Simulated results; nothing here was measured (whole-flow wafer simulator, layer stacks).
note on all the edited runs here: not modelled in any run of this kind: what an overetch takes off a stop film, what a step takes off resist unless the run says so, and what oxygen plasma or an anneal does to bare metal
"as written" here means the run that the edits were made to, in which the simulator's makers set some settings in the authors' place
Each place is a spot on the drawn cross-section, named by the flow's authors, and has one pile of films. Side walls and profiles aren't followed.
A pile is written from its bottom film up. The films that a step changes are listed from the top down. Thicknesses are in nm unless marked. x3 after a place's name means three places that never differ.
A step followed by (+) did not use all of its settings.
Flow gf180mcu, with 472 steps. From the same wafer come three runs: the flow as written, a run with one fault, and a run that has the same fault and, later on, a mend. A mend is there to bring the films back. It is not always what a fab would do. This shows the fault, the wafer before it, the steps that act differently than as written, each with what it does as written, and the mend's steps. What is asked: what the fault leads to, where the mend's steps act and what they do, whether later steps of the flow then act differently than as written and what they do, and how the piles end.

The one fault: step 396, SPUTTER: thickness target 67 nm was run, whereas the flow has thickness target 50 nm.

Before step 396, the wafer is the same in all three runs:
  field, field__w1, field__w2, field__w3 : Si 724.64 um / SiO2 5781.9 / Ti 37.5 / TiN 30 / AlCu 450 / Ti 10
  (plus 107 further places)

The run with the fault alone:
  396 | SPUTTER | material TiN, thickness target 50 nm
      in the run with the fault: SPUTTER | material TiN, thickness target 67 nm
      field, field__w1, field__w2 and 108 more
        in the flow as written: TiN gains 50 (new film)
        in the run with the fault: TiN gains 67 (new film)
  Steps further on in the flow that do not act as written (not shown: 1 more step that differs only slightly, by at most 2% or 0.5 nm, whichever is larger):
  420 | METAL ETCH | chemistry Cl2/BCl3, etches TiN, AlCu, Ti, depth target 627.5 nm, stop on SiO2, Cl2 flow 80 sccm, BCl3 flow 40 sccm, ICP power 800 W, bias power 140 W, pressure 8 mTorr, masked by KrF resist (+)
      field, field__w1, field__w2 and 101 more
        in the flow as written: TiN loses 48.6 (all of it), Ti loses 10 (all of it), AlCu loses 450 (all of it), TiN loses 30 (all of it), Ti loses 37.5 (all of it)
        in the run with the fault: TiN loses 65.6 (all of it), Ti loses 10 (all of it), AlCu loses 450 (all of it), TiN loses 30 (all of it), Ti loses 37.5 (all of it)
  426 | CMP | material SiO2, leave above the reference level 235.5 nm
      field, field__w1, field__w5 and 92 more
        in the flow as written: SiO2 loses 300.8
        in the run with the fault: SiO2 loses 283.8
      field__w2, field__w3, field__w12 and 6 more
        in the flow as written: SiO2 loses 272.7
        in the run with the fault: SiO2 loses 254.9
  The piles end different from the flow's at field__w4, field__w8, contact, m1, m1__w1, mim, mim_1p0, m1_nw by more than 2% or 0.5 nm, whichever is larger.
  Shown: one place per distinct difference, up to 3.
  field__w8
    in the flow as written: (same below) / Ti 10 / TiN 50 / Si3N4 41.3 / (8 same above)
    in the run with the fault: (same below) / Ti 10 / TiN 67 / Si3N4 41.3 / (8 same above)
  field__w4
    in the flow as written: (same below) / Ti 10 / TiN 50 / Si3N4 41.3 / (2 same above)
    in the run with the fault: (same below) / Ti 10 / TiN 67 / Si3N4 41.3 / (2 same above)
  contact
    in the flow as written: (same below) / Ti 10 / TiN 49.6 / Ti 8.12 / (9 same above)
    in the run with the fault: (same below) / Ti 10 / TiN 66.6 / Ti 8.12 / (9 same above)

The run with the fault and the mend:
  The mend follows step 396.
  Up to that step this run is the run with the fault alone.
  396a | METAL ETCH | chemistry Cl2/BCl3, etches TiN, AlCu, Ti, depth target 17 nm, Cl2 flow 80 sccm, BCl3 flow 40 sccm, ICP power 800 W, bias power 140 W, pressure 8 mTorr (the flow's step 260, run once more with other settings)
      field, field__w1, field__w2 and 108 more
        TiN loses 17
  None of the later steps of the flow acts differently than as written at any place that is followed.
  At every place that both follow, the piles at the end match the flow's.
